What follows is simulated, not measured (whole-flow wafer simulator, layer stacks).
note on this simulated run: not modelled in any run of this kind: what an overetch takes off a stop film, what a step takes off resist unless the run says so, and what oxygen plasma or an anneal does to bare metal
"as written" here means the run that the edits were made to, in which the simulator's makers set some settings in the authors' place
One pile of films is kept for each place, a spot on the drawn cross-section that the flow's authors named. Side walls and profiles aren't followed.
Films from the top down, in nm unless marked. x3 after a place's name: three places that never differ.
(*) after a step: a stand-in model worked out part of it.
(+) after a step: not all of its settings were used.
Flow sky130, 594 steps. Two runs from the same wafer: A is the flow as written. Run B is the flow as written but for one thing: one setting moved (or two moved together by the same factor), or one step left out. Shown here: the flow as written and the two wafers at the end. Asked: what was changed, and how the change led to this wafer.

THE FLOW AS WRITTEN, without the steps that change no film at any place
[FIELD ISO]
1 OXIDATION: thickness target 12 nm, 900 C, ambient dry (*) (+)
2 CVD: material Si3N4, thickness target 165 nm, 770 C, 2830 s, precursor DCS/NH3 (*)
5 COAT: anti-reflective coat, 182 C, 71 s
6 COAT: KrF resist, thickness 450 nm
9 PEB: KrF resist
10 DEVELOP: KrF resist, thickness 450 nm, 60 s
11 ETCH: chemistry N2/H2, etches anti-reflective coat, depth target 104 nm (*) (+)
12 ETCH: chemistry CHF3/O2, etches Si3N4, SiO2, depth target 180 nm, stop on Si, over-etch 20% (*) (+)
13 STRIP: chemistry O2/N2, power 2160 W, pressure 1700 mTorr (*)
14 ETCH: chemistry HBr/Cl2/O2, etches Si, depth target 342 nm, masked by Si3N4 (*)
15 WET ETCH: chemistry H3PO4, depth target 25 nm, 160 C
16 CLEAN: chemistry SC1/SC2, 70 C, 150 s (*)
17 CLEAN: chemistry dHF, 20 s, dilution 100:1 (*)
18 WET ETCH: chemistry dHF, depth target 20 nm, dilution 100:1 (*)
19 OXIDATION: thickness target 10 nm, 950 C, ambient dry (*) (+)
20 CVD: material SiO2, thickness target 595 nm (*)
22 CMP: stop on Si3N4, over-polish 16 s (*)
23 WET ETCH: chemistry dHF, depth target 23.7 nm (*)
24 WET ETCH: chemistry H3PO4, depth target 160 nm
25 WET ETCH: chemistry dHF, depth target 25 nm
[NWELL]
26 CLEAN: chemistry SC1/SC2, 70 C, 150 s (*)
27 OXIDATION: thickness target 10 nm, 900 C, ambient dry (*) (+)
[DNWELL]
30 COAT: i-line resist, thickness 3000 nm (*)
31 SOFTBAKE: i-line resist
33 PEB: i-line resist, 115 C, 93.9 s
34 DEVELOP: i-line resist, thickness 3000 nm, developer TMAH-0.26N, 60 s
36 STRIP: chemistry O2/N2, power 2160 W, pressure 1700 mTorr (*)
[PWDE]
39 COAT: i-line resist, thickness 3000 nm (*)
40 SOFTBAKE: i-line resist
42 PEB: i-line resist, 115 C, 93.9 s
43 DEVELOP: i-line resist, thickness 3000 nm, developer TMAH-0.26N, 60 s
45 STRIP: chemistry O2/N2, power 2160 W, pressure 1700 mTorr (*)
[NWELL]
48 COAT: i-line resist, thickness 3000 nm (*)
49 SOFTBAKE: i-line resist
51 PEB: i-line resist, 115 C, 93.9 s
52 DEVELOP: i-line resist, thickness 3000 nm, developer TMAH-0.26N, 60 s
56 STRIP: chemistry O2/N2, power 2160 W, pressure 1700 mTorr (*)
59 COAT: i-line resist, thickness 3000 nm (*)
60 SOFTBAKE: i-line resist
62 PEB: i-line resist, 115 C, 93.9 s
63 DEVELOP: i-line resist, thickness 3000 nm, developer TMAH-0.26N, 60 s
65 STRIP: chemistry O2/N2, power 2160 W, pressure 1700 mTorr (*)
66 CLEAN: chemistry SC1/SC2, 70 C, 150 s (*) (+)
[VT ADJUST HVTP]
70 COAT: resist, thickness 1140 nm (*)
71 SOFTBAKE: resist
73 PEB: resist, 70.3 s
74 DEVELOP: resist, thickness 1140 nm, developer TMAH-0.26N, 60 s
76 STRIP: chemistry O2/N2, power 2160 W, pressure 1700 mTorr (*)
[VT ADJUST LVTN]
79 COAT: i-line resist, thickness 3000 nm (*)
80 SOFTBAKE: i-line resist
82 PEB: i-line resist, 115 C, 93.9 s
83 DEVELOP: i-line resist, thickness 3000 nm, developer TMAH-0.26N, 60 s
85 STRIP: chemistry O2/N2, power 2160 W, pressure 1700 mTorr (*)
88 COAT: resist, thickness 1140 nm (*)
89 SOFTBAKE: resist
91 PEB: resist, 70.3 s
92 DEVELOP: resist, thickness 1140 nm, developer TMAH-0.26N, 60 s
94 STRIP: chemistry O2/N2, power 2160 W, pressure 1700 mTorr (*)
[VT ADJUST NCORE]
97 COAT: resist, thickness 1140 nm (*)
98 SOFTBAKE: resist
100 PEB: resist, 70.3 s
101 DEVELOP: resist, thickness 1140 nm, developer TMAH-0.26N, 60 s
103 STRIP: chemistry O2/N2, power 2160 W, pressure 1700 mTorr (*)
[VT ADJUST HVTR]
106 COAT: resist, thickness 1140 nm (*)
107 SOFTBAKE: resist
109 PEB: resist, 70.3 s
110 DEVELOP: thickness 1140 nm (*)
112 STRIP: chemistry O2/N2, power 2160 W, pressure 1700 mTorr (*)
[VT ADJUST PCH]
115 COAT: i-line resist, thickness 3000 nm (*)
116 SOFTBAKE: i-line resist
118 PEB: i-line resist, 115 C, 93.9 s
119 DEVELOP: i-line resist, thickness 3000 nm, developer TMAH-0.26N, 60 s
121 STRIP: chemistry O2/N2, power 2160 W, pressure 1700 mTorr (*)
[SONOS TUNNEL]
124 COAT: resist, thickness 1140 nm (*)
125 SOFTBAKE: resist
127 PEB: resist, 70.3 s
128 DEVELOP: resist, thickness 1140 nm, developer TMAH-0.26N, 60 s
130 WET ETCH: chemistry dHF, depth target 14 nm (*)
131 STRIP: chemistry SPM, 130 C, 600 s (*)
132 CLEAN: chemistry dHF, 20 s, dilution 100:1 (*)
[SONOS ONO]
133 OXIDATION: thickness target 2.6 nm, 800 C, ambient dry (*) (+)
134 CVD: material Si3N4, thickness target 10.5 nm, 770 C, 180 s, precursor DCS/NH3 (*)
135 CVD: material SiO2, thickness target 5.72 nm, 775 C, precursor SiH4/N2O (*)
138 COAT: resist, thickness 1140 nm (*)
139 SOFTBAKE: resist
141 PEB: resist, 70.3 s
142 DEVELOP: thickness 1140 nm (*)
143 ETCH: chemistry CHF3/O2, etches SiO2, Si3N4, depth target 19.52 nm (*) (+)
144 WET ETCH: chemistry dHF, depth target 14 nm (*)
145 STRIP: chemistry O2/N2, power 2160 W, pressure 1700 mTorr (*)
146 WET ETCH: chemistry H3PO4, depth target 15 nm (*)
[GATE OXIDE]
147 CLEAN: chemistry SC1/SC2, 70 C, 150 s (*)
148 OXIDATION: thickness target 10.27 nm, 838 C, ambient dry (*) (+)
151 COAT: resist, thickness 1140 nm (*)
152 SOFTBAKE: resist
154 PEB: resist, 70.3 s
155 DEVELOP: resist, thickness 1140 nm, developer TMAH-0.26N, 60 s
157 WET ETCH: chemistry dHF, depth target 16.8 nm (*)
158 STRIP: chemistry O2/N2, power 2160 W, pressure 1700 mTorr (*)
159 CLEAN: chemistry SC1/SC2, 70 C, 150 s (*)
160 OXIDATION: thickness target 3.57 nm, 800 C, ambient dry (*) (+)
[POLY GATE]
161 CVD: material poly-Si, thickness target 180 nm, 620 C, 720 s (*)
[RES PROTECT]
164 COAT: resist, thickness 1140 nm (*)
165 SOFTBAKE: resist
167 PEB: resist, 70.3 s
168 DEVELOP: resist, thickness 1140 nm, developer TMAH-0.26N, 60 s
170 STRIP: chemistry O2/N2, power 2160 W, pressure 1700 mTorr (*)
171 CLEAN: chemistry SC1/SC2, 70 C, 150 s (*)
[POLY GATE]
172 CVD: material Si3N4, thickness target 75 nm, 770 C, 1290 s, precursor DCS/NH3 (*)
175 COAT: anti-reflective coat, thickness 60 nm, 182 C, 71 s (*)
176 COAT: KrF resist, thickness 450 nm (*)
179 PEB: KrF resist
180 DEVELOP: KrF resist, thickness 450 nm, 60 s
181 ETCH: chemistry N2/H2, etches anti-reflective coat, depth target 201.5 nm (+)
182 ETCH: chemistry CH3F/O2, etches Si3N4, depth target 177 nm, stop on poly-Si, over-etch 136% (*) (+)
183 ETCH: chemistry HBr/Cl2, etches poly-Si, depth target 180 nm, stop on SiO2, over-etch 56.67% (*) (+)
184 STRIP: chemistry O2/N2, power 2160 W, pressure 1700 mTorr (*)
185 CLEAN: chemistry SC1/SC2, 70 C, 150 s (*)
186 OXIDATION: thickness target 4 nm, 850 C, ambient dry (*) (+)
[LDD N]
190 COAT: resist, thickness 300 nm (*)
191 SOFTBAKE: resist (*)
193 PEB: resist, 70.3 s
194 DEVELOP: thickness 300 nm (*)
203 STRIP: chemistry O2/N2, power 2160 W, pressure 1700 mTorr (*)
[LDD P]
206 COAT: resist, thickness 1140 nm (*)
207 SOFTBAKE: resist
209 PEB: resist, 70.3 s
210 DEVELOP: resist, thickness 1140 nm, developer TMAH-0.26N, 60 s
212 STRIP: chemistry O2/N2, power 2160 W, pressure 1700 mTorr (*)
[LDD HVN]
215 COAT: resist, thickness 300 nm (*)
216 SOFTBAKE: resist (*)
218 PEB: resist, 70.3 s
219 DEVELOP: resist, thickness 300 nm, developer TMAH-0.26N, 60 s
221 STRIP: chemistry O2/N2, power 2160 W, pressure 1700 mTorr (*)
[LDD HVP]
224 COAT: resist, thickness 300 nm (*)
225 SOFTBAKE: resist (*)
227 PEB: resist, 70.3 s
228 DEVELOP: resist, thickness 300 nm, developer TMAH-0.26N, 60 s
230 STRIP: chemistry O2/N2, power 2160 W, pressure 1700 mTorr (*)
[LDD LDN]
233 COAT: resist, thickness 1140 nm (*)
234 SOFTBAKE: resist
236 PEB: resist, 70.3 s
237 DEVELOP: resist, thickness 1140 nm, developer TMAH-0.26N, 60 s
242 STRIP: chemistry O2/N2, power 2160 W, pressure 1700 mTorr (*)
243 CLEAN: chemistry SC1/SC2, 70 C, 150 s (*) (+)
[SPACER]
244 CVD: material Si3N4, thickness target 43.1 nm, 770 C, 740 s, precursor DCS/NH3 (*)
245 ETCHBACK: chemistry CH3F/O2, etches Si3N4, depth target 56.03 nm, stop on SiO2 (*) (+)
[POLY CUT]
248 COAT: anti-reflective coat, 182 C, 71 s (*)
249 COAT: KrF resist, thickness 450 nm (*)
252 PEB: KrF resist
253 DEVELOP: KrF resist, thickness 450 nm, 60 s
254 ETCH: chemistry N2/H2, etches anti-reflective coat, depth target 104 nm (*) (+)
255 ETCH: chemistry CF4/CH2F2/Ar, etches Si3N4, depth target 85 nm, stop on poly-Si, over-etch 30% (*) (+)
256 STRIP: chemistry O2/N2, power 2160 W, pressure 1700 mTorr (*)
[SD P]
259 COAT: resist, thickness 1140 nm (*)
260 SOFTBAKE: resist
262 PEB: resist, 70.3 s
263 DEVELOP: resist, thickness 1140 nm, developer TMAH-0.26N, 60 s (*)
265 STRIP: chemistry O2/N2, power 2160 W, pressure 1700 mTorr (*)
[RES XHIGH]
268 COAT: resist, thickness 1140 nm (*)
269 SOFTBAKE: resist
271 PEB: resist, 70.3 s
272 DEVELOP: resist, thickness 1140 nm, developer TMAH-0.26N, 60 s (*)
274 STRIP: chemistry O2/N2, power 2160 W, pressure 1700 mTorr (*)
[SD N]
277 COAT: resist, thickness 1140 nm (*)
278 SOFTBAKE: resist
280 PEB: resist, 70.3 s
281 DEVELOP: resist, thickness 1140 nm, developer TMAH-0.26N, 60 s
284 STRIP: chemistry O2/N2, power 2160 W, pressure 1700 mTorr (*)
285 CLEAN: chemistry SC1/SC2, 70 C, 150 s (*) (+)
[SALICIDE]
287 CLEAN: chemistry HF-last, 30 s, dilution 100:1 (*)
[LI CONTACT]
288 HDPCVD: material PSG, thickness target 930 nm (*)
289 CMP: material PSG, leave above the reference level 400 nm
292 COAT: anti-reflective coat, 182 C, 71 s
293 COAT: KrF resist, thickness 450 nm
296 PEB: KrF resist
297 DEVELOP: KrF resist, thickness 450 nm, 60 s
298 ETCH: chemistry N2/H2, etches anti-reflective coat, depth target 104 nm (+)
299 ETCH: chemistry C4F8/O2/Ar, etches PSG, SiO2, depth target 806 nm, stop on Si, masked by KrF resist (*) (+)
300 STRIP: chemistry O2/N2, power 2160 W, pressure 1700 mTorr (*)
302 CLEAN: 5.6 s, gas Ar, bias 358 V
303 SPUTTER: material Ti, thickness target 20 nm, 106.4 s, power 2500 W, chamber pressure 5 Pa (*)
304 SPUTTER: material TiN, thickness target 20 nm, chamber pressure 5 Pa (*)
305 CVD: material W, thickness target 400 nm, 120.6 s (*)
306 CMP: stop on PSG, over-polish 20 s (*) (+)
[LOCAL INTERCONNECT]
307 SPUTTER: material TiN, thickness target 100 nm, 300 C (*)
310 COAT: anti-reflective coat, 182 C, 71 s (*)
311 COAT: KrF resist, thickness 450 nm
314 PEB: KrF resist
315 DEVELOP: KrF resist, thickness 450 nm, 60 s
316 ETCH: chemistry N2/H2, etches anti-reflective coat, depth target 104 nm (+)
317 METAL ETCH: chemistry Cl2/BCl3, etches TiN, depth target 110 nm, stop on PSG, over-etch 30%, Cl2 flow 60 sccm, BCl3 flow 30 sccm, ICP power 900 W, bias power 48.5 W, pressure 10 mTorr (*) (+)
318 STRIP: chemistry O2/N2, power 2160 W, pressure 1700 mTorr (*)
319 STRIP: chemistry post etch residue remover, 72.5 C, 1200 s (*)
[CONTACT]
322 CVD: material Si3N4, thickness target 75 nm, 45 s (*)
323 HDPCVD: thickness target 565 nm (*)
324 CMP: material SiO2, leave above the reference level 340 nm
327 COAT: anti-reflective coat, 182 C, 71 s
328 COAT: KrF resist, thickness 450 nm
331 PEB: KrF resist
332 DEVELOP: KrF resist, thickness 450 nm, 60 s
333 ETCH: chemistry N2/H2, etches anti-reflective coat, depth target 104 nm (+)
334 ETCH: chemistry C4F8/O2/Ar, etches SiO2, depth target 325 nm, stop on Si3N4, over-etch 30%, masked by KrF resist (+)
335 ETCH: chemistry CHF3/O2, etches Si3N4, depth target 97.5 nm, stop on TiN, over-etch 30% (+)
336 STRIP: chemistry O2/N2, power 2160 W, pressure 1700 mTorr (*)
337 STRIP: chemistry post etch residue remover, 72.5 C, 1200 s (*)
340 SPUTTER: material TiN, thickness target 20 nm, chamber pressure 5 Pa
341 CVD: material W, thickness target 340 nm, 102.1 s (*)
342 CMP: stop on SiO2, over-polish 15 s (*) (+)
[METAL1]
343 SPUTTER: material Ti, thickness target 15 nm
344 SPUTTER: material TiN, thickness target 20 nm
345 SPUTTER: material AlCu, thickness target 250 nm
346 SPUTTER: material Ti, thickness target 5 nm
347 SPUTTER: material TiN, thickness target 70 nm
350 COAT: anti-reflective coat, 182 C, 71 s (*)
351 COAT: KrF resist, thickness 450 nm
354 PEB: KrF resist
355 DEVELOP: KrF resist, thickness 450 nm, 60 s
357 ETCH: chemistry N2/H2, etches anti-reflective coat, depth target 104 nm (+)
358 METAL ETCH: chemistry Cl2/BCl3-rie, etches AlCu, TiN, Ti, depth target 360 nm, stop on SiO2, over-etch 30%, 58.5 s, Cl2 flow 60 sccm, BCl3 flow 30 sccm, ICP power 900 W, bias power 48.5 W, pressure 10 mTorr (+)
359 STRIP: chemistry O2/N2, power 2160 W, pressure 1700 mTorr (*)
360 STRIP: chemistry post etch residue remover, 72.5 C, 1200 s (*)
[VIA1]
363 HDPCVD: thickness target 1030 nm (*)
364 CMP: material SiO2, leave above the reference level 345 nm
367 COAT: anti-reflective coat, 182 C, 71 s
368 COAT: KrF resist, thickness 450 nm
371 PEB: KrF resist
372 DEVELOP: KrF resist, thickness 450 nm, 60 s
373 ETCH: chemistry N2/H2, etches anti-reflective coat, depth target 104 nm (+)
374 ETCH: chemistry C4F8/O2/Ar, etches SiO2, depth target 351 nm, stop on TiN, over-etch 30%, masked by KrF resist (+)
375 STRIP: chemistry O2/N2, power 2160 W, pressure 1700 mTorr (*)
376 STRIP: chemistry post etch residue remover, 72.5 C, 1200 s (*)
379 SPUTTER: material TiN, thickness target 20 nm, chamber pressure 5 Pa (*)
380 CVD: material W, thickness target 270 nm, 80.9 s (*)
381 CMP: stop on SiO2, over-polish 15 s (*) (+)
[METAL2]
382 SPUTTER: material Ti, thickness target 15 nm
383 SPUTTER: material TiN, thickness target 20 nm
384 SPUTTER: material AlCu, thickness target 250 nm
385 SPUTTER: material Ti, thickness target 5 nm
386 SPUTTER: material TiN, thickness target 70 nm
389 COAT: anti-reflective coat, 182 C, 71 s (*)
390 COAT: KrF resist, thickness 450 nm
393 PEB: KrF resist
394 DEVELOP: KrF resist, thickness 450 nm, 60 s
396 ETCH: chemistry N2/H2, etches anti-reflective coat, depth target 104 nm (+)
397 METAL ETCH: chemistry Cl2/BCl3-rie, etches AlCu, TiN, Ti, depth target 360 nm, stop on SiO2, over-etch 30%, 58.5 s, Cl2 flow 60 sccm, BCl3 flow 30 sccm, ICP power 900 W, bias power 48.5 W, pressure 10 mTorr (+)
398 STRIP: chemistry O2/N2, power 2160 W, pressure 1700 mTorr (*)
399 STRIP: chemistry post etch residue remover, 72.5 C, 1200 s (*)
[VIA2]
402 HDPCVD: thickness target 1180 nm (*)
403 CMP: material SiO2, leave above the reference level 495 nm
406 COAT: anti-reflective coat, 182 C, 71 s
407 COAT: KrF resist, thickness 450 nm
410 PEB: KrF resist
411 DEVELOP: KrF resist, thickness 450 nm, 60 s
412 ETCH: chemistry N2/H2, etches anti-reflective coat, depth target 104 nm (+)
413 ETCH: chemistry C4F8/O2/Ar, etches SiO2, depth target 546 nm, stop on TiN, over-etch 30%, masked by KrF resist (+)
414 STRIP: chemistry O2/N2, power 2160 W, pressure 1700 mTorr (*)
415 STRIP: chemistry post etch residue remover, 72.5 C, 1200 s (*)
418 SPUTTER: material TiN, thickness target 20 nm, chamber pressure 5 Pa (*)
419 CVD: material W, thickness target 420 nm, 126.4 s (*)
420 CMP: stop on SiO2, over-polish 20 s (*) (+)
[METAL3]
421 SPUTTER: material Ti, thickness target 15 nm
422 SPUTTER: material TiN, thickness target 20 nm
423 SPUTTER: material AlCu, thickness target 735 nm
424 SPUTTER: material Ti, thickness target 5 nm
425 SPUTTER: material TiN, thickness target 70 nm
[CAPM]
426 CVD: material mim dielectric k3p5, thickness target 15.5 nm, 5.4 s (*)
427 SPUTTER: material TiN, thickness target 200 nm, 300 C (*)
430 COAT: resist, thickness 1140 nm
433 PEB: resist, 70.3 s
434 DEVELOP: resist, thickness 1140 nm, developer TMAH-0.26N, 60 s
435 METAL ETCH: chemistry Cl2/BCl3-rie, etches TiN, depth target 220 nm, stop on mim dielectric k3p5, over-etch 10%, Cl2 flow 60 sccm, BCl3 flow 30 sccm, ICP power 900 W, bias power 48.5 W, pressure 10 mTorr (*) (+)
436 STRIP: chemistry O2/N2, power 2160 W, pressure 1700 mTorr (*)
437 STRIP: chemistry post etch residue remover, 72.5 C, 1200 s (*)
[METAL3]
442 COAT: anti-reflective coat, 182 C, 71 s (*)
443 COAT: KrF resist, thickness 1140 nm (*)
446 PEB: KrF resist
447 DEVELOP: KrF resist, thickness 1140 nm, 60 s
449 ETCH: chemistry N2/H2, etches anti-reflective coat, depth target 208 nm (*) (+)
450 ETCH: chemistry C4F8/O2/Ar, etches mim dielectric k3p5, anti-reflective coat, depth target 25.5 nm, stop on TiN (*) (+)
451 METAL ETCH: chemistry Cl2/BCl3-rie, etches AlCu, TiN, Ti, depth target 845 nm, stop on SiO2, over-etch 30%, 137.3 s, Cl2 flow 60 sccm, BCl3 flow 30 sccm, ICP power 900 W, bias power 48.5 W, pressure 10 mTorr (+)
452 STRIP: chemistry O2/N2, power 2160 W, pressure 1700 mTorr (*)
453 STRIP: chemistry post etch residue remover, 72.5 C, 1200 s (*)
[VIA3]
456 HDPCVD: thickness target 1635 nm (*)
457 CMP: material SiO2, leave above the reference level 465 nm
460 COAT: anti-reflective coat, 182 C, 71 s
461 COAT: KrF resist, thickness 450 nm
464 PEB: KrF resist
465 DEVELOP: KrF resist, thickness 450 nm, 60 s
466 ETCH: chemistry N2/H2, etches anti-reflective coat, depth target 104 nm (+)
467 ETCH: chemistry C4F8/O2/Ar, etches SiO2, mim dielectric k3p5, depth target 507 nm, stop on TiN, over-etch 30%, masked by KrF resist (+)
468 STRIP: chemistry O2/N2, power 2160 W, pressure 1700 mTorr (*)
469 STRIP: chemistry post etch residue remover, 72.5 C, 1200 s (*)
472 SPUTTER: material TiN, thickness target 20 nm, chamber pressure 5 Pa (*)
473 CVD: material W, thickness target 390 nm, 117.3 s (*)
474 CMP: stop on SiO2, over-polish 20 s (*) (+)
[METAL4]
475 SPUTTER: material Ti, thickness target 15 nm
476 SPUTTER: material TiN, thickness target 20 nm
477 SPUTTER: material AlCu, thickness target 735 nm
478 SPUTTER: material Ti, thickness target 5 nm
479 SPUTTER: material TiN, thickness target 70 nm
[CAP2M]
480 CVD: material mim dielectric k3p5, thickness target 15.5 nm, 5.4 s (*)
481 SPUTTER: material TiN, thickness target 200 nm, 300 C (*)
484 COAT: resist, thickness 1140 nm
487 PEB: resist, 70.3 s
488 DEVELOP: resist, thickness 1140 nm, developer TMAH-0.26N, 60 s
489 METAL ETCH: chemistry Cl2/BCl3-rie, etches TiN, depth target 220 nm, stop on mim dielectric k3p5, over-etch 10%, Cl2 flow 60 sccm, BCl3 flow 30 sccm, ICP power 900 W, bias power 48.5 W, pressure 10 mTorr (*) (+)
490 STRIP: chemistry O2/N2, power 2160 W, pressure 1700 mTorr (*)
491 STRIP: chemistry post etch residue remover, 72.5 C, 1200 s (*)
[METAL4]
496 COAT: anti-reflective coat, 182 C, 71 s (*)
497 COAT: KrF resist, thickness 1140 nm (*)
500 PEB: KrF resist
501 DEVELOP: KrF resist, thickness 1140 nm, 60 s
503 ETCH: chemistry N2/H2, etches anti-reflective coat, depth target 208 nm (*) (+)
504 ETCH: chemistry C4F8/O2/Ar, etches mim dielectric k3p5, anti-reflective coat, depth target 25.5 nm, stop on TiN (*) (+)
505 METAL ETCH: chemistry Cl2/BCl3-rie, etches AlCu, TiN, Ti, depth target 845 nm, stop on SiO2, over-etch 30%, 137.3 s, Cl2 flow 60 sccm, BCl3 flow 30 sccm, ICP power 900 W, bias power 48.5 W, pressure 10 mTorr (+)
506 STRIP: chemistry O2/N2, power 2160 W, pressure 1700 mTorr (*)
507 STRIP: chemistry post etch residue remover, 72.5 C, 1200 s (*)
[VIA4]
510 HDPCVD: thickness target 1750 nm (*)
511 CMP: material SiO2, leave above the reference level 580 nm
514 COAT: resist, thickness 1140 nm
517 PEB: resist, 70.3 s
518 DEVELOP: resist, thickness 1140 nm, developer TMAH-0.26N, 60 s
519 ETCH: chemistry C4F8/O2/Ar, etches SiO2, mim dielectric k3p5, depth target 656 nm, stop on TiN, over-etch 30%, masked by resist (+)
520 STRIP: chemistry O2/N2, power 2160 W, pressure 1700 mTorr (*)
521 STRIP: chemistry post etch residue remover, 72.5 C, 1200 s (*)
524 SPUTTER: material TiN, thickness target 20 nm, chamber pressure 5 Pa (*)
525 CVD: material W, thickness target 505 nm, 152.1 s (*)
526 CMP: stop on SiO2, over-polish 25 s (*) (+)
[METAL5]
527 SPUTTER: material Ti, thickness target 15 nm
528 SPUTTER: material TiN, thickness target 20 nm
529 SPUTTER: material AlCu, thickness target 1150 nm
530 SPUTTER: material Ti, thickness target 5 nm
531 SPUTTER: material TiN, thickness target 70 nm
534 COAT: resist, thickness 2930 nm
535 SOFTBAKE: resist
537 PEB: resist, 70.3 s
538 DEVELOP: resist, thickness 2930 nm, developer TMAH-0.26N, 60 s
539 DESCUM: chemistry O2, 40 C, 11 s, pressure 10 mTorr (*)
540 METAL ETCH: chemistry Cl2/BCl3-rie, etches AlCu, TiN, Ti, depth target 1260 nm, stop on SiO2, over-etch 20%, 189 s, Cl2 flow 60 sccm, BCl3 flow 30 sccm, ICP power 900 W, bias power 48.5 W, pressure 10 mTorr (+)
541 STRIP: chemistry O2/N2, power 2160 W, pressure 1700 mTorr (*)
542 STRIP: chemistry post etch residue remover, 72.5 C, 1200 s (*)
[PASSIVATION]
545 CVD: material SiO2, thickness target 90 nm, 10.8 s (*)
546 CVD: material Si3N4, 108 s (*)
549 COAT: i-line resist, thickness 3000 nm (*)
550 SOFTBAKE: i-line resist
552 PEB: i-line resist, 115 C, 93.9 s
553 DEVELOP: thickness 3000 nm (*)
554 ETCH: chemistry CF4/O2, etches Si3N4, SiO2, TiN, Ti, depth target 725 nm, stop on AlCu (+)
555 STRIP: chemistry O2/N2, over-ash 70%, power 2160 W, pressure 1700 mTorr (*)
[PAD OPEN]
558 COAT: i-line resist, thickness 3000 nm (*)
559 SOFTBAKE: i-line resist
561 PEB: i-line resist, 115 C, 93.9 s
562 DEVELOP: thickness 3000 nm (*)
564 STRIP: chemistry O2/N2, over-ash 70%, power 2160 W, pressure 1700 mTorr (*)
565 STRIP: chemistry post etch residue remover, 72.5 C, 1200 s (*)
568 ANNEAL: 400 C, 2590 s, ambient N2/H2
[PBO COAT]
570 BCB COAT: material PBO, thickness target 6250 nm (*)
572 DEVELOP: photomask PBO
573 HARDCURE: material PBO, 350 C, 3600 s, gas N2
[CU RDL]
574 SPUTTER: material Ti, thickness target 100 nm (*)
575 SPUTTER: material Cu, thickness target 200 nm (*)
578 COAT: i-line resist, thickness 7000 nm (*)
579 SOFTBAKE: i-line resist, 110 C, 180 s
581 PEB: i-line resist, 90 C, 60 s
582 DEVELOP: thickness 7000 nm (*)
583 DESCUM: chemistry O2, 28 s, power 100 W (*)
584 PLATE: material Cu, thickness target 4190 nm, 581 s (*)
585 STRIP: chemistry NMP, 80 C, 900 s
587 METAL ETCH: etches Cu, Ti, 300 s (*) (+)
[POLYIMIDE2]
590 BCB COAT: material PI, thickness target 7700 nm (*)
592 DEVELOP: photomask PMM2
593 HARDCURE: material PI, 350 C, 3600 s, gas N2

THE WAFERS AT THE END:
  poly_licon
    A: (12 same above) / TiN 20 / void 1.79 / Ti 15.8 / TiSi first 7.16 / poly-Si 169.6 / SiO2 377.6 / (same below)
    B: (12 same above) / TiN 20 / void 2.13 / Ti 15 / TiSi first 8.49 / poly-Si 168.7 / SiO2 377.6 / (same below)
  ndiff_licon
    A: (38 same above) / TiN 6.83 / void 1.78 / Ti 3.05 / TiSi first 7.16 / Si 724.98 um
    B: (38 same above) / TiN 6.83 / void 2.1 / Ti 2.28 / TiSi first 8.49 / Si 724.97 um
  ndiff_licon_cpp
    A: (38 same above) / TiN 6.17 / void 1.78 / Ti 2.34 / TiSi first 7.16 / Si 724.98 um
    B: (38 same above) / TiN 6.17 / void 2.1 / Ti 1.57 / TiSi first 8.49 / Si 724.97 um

The cause: step 568, ANNEAL: 4144 s was run, where the flow has 2590 s.

How the change led to this, step by step:
  568 ANNEAL: 400 C, 2590 s, ambient N2/H2
      poly_licon, rpo_hd_licon: A under 11 films: void +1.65 (new film), Ti -3.85, TiSi first +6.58 (new film), poly-Si -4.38 | B under 11 films: void +2.01 (new film), Ti -4.68, TiSi first +8 (new film), poly-Si -5.33
      ndiff_licon, ndiff_licon_cpp: A under 37 films: void +1.63 (new film), Ti -3.85, TiSi first +6.58 (new film), Si -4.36 | B under 37 films: void +1.98 (new film), Ti -4.68, TiSi first +8 (new film), Si -5.31
